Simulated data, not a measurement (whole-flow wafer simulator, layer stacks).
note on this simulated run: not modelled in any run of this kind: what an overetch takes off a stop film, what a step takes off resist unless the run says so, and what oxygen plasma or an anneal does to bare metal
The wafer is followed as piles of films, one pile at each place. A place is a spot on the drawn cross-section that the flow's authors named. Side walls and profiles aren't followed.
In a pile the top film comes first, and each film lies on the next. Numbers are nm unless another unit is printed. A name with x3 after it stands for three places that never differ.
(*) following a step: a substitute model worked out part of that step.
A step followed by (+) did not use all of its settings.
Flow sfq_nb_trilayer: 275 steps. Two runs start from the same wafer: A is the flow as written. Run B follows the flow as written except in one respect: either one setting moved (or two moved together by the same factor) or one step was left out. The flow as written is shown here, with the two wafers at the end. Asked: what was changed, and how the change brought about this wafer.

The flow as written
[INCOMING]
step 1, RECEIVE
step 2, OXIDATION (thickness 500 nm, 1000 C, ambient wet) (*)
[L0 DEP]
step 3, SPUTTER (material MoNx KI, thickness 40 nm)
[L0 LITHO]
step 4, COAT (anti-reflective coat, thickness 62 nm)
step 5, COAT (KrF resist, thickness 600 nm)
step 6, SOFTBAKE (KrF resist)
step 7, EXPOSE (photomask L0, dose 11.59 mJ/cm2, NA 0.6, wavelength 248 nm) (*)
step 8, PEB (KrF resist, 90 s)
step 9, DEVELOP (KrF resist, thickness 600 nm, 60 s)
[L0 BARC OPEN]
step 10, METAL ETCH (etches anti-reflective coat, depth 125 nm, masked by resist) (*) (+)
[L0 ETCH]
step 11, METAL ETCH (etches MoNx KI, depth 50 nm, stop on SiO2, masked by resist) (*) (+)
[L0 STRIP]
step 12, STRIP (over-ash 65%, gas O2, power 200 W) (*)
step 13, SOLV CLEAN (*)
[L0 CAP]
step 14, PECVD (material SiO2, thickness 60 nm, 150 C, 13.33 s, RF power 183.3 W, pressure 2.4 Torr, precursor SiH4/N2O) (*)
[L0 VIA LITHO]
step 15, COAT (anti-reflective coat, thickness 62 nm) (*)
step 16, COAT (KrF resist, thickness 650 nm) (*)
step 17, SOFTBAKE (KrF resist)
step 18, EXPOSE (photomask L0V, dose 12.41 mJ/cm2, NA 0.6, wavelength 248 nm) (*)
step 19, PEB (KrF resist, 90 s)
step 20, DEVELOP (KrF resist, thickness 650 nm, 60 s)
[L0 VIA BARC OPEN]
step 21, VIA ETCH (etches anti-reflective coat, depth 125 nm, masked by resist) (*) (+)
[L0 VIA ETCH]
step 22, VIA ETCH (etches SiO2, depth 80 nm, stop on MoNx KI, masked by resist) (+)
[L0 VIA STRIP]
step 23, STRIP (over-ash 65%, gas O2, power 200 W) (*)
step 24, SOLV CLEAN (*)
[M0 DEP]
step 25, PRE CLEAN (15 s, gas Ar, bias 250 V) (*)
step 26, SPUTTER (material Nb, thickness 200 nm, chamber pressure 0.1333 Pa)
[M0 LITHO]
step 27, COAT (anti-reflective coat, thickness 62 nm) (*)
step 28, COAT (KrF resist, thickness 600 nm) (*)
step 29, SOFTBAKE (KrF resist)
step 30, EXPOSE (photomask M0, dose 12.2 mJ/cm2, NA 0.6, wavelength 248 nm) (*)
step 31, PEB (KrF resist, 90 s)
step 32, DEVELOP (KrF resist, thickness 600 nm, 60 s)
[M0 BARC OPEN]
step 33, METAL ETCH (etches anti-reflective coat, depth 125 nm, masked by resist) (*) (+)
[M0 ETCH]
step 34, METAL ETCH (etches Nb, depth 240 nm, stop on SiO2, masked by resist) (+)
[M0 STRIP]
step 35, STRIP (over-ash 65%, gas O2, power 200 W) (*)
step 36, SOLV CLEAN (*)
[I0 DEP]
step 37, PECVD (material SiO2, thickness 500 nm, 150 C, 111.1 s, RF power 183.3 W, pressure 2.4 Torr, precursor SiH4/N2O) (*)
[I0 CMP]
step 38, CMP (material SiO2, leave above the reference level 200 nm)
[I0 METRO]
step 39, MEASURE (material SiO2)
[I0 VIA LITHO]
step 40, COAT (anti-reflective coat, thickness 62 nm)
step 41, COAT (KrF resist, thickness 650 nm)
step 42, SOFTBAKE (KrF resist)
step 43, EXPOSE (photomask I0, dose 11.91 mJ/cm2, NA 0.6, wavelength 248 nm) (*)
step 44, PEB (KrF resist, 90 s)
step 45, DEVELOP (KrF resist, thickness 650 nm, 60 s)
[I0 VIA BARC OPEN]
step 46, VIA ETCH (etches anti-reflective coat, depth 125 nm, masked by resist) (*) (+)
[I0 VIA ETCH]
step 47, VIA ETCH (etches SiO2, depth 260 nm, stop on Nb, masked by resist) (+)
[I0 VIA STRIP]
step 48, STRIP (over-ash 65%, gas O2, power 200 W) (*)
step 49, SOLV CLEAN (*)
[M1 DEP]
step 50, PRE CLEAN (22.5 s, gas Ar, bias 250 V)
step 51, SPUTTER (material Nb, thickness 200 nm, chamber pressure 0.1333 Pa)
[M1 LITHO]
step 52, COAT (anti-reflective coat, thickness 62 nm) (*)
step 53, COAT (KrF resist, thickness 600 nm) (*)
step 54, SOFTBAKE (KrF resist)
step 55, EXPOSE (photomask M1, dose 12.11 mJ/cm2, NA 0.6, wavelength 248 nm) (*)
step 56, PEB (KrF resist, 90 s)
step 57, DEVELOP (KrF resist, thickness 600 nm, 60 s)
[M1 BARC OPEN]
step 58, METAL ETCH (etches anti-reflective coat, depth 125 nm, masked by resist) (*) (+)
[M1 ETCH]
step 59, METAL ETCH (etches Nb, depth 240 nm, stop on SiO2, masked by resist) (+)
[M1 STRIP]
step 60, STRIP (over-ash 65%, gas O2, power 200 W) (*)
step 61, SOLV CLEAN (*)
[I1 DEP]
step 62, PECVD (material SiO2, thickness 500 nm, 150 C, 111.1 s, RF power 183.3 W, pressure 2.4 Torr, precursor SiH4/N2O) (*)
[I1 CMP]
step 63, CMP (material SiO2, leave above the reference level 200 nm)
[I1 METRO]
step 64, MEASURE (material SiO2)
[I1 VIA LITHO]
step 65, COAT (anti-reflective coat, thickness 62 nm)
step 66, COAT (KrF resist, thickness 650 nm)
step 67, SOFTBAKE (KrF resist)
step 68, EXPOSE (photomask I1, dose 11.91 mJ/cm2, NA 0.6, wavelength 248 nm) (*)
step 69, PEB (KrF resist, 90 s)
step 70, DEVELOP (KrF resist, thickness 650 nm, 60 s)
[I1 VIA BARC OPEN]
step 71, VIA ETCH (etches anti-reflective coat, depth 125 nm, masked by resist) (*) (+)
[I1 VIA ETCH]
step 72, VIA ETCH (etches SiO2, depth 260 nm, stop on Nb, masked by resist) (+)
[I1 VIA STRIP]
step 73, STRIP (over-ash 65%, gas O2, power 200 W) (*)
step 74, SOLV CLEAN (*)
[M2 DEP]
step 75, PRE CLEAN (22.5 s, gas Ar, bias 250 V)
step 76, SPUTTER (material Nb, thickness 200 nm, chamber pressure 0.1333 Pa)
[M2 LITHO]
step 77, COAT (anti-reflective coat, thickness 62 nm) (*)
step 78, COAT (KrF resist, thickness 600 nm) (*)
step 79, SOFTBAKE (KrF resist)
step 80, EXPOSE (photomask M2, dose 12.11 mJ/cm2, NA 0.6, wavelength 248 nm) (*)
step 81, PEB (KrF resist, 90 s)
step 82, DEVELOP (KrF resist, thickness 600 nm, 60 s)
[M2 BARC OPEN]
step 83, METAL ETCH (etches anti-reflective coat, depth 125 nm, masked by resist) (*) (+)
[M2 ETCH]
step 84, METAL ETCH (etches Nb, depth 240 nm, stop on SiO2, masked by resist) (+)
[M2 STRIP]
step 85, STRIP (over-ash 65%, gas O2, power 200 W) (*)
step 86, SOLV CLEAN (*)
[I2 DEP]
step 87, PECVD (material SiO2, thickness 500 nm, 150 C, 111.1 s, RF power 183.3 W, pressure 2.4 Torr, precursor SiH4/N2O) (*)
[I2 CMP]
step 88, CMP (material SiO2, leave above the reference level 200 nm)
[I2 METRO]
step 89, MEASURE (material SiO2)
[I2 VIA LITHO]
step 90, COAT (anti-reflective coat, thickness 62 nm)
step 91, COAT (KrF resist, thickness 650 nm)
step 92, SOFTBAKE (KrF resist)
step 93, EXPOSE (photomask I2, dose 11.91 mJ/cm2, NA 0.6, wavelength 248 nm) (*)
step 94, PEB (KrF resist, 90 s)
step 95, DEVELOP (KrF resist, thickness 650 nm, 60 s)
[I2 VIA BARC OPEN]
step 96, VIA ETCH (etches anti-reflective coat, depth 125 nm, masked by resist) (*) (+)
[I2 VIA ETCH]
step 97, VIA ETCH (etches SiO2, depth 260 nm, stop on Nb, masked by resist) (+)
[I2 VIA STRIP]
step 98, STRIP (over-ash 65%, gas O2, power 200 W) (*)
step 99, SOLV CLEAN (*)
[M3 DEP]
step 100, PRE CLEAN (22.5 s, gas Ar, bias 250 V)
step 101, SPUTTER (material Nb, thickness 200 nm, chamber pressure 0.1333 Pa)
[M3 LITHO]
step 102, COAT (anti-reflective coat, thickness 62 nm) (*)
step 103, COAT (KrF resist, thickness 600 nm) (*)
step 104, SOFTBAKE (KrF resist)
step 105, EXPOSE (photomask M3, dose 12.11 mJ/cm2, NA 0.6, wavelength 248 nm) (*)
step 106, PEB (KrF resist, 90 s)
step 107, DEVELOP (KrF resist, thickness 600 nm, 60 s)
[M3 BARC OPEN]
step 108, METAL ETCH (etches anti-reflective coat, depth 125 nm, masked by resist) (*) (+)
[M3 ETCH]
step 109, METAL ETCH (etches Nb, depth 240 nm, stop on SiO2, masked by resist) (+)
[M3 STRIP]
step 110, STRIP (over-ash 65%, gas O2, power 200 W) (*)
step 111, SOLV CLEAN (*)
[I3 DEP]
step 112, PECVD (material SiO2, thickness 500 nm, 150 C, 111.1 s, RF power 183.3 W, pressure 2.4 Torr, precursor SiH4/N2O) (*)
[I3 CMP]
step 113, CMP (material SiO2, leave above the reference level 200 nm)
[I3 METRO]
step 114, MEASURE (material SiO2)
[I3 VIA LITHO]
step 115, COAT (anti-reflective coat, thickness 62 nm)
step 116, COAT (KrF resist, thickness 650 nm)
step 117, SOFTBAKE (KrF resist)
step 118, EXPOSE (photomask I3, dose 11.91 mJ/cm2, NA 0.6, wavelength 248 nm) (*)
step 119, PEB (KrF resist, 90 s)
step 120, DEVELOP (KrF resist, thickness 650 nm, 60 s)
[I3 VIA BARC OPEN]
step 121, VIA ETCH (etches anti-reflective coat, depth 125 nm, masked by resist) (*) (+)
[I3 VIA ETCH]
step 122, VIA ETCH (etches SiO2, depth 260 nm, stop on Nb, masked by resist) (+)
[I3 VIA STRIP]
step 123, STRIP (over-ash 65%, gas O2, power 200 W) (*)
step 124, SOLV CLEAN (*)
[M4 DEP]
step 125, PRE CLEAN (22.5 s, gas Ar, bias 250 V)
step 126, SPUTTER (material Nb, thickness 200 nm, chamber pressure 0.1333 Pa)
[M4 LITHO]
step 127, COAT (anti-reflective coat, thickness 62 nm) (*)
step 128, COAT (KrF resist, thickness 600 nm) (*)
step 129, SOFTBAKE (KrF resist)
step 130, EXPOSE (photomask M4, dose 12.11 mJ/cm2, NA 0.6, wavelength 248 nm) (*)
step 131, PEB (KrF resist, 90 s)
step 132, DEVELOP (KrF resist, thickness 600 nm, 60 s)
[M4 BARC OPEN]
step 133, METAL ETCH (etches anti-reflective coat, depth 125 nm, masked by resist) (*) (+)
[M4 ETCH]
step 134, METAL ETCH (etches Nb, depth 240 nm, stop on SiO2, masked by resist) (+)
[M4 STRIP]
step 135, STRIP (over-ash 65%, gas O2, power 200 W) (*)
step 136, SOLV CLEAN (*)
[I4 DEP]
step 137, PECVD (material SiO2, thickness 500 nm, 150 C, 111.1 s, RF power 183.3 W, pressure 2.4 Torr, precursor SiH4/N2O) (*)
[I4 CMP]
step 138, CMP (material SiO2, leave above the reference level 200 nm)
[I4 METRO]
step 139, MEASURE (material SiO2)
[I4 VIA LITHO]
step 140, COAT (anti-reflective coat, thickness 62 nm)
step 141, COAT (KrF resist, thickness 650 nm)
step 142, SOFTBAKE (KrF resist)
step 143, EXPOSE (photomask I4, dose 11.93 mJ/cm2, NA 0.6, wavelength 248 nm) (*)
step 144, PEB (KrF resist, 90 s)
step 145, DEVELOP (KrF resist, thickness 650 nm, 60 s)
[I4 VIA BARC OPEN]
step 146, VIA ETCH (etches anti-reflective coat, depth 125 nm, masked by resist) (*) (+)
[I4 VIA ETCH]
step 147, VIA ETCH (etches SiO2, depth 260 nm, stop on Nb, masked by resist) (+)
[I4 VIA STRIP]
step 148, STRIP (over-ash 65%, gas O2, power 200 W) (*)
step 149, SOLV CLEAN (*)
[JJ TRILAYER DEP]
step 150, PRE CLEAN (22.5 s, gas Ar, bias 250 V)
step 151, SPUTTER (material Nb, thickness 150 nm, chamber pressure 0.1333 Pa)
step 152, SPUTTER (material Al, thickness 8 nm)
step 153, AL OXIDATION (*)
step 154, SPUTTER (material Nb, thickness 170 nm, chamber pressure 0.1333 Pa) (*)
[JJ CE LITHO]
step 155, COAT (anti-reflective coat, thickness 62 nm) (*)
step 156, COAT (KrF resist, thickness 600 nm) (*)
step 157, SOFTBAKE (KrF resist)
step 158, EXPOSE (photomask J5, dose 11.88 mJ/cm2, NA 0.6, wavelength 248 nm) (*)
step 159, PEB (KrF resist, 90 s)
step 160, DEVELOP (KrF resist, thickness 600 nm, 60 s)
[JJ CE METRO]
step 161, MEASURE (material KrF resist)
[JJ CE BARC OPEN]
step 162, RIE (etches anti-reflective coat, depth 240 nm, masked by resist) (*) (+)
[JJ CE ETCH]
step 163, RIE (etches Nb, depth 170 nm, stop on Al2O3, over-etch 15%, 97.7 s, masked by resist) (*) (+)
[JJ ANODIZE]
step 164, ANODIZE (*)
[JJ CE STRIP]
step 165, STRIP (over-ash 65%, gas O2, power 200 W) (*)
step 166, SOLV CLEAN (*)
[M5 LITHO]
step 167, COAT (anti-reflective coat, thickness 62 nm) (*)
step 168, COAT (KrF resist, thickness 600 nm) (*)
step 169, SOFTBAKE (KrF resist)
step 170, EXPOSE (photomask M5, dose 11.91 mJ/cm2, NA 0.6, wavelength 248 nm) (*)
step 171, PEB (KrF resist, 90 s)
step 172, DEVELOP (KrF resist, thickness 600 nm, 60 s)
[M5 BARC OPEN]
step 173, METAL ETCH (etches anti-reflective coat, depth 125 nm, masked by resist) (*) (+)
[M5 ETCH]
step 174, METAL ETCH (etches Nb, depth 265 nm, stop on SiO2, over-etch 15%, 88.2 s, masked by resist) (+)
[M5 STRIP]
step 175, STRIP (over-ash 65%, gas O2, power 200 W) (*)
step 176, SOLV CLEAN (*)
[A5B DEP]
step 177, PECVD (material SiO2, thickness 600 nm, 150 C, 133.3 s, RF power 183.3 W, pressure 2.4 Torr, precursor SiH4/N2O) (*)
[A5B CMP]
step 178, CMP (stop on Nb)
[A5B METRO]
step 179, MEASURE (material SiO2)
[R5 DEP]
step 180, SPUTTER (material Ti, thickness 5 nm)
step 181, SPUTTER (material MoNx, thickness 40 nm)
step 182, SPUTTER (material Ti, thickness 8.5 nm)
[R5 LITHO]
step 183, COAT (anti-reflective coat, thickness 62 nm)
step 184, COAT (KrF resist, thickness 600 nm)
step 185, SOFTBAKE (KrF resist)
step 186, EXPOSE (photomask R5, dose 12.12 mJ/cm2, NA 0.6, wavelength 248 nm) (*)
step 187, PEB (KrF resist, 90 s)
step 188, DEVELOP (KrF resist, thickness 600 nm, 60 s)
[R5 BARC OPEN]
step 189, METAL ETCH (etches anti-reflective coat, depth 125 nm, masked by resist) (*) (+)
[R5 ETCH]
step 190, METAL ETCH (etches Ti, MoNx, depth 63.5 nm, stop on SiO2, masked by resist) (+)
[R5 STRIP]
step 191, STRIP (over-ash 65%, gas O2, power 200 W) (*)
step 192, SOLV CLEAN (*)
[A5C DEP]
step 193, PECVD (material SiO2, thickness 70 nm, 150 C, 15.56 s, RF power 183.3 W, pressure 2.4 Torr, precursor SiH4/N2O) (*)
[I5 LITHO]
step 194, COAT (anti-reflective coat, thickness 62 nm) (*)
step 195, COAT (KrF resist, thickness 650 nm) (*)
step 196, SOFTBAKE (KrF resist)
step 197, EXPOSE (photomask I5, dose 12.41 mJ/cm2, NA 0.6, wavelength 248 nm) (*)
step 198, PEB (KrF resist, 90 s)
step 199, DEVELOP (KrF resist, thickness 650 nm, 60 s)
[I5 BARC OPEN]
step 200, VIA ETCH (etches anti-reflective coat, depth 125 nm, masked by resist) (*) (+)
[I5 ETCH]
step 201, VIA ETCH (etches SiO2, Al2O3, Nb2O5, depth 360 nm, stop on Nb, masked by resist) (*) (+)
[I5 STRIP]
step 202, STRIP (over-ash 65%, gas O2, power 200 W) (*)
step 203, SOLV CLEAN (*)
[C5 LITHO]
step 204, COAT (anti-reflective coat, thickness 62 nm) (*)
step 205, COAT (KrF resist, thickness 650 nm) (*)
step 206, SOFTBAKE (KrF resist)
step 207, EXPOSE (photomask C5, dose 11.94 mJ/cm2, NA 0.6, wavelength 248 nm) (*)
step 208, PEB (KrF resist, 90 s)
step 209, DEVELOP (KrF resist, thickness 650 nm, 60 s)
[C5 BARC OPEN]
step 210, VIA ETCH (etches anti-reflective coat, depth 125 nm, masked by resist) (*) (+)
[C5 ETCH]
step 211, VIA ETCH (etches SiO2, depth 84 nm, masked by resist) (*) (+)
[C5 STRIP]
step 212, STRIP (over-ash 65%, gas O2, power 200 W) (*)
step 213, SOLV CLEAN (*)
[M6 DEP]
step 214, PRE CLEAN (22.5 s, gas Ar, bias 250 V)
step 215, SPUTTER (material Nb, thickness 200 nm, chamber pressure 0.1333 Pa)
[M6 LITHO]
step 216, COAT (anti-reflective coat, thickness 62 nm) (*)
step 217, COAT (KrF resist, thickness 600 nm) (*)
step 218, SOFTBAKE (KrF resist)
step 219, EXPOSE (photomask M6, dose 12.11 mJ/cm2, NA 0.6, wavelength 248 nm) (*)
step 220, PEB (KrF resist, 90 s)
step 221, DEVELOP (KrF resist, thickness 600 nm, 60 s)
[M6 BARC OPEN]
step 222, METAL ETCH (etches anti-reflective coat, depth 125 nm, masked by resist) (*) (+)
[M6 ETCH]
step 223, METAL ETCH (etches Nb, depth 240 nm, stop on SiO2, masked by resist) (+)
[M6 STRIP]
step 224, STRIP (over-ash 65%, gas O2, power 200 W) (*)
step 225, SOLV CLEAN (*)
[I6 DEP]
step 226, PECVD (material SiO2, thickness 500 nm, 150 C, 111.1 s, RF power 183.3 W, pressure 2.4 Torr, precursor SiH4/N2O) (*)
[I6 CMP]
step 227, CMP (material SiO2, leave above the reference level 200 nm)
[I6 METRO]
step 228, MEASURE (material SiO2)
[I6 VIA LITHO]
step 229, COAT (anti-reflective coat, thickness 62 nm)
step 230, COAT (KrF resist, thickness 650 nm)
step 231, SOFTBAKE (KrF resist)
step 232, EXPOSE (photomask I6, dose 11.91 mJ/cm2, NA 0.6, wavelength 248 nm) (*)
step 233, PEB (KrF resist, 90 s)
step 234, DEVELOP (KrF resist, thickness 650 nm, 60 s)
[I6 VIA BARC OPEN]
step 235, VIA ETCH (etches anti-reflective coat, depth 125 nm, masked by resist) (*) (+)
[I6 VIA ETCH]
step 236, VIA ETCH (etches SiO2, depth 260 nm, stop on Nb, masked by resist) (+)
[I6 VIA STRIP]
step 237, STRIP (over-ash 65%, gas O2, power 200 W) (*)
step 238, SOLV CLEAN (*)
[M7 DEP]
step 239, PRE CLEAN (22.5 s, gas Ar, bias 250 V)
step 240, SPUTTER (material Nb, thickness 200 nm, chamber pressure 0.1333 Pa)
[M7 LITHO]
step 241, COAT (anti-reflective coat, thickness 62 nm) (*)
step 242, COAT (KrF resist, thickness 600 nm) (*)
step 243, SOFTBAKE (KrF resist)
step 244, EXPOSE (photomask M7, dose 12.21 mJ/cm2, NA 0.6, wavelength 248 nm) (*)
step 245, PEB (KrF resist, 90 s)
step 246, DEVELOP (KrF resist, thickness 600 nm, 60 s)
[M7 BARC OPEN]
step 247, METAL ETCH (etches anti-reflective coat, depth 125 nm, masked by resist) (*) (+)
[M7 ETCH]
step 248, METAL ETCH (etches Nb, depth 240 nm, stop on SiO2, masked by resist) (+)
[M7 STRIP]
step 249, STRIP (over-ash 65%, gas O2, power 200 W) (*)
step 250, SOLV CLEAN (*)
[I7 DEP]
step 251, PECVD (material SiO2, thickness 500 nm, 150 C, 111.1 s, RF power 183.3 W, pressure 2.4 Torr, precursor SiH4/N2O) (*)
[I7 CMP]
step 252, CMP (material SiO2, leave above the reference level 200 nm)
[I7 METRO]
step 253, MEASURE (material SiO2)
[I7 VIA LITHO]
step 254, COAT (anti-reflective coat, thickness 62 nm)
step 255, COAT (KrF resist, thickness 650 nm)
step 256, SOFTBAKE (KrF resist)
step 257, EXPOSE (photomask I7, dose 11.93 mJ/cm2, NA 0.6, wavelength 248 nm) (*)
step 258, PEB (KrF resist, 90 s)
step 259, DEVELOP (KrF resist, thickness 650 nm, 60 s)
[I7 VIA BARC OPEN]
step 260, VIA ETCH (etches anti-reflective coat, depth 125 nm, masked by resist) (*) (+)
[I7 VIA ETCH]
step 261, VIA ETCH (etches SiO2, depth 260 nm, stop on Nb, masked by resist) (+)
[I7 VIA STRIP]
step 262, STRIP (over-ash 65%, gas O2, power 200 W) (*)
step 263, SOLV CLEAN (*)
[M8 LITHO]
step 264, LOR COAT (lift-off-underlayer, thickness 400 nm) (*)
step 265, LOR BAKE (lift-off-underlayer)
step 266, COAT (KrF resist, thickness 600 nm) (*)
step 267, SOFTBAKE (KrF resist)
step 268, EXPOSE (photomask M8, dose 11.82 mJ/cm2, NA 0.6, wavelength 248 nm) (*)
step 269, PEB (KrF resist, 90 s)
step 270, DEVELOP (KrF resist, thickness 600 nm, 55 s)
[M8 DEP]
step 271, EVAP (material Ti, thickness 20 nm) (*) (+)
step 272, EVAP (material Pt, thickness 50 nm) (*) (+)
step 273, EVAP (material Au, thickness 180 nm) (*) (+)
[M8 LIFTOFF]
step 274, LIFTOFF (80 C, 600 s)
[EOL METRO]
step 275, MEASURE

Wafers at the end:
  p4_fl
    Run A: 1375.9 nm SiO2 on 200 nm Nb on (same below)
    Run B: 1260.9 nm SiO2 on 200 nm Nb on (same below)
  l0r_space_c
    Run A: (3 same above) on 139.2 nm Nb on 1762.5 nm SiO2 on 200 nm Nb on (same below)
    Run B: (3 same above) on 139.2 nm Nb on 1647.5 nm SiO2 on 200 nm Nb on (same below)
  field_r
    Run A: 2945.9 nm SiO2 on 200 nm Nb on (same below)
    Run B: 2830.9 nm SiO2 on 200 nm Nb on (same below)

The reason: step 138, CMP: leave above the reference level 85 nm was run, while the flow as written has leave above the reference level 200 nm.

The path from the change to this, step by step:
  step 138, CMP (material SiO2, leave above the reference level 200 nm)
      field_l, be, be_sur and 55 more: A -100 SiO2 | B -215 SiO2
      v_sur, via_wl, via_w and 35 more: A -300 SiO2 | B -415 SiO2
      (also at 10 further places)
  step 147, VIA ETCH (etches SiO2, depth 260 nm, stop on Nb, masked by resist) (+)
      field_l, v_sur, via_sp and 100 more: A -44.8 KrF resist | B -21.9 KrF resist
      via_wl, via_w, via_wr: A -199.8 SiO2 (all of it) | B -84.8 SiO2 (all of it)
  step 148, STRIP (over-ash 65%, gas O2, power 200 W) (*)
      field_l, v_sur, via_sp and 100 more: A -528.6 KrF resist (all of it), -62 anti-reflective coat (all of it) | B -551.5 KrF resist (all of it), -62 anti-reflective coat (all of it)
  step 151, SPUTTER (material Nb, thickness 150 nm, chamber pressure 0.1333 Pa)
      via_wl, via_w, via_wr: A +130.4 Nb | B +144 Nb
  step 152, SPUTTER (material Al, thickness 8 nm)
      via_wl, via_wr: A +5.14 Al (new film) | B +6.54 Al (new film)
      via_w: A +7.12 Al (new film) | B +7.92 Al (new film)
  step 154, SPUTTER (material Nb, thickness 170 nm, chamber pressure 0.1333 Pa) (*)
      via_wl, via_wr: A +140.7 Nb (new film) | B +135.3 Nb (new film)
      via_w: A +141 Nb (new film) | B +168.9 Nb (new film)
  step 155, COAT (anti-reflective coat, thickness 62 nm) (*)
      via_wl, via_wr: A +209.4 anti-reflective coat (new film) | B +145.5 anti-reflective coat (new film)
      v_sur: A +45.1 anti-reflective coat (new film) | B +51.3 anti-reflective coat (new film)
      (also at 2 further places)
  step 156, COAT (KrF resist, thickness 600 nm) (*)
      via_wl: A +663 KrF resist (new film) | B +627.6 KrF resist (new film)
      via_w: A +763.8 KrF resist (new film) | B +651.7 KrF resist (new film)
      (also at 1 further place)
  step 160, DEVELOP (KrF resist, thickness 600 nm, 60 s)
      via_wl: A -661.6 KrF resist (all of it) | B -626.3 KrF resist (all of it)
      via_w: A -762.1 KrF resist (all of it) | B -650.3 KrF resist (all of it)
      (also at 1 further place)
  step 162, RIE (etches anti-reflective coat, depth 240 nm, masked by resist) (*) (+)
      ce_l, c5j, ce_r, wl_jj: A -209.4 KrF resist | B -145.5 KrF resist
      via_wl, via_wr: A -209.4 anti-reflective coat (all of it) | B -145.5 anti-reflective coat (all of it)
      (also at 3 further places)
  step 163, RIE (etches Nb, depth 170 nm, stop on Al2O3, over-etch 15%, 97.7 s, masked by resist) (*) (+)
      via_w: A -141 Nb (all of it), -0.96 Al2O3 (all of it) | B -168.9 Nb (all of it), -0.53 Al2O3
      via_wl, via_wr: A -140.7 Nb (all of it), -0.96 Al2O3 (all of it) | B -135.3 Nb (all of it), -0.96 Al2O3 (all of it)
  step 164, ANODIZE (*)
      via_w: A +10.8 Al2O3 (new film), +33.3 Nb2O5 (new film), -6.54 Al (all of it), -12 Nb | B +12.1 Al2O3, +30.2 Nb2O5 (new film), -7.34 Al (all of it), -10.9 Nb
      via_wl, via_wr: A +7.52 Al2O3 (new film), +39.2 Nb2O5 (new film), -4.56 Al (all of it), -14.1 Nb | B +9.84 Al2O3 (new film), +35 Nb2O5 (new film), -5.96 Al (all of it), -12.6 Nb
  step 165, STRIP (over-ash 65%, gas O2, power 200 W) (*)
      c5j, ce_r: A -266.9 KrF resist (all of it), -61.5 anti-reflective coat (all of it) | B -331.6 KrF resist (all of it), -61.8 anti-reflective coat (all of it)
      ce_l: A -266.8 KrF resist (all of it), -61.4 anti-reflective coat (all of it) | B -331.5 KrF resist (all of it), -61.8 anti-reflective coat (all of it)
      (also at 1 further place)
  step 167, COAT (anti-reflective coat, thickness 62 nm) (*)
      v_sur: A +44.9 anti-reflective coat (new film) | B +48.9 anti-reflective coat (new film)
      via_wl: A +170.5 anti-reflective coat (new film) | B +97 anti-reflective coat (new film)
      (also at 3 further places)
  step 168, COAT (KrF resist, thickness 600 nm) (*)
      v_sur: A +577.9 KrF resist (new film) | B +596 KrF resist (new film)
      via_wl: A +656 KrF resist (new film) | B +631.7 KrF resist (new film)
      (also at 3 further places)
  step 175, STRIP (over-ash 65%, gas O2, power 200 W) (*)
      v_sur: A -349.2 KrF resist (all of it), -44.9 anti-reflective coat (all of it) | B -367.1 KrF resist (all of it), -48.9 anti-reflective coat (all of it)
      via_wl: A -427 KrF resist (all of it), -170.5 anti-reflective coat (all of it) | B -402.8 KrF resist (all of it), -97 anti-reflective coat (all of it)
      (also at 3 further places)
  step 178, CMP (stop on Nb)
      via_wl, via_wr: A -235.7 SiO2 | B -363.9 SiO2
      via_w: A -235.2 SiO2 | B -363.5 SiO2
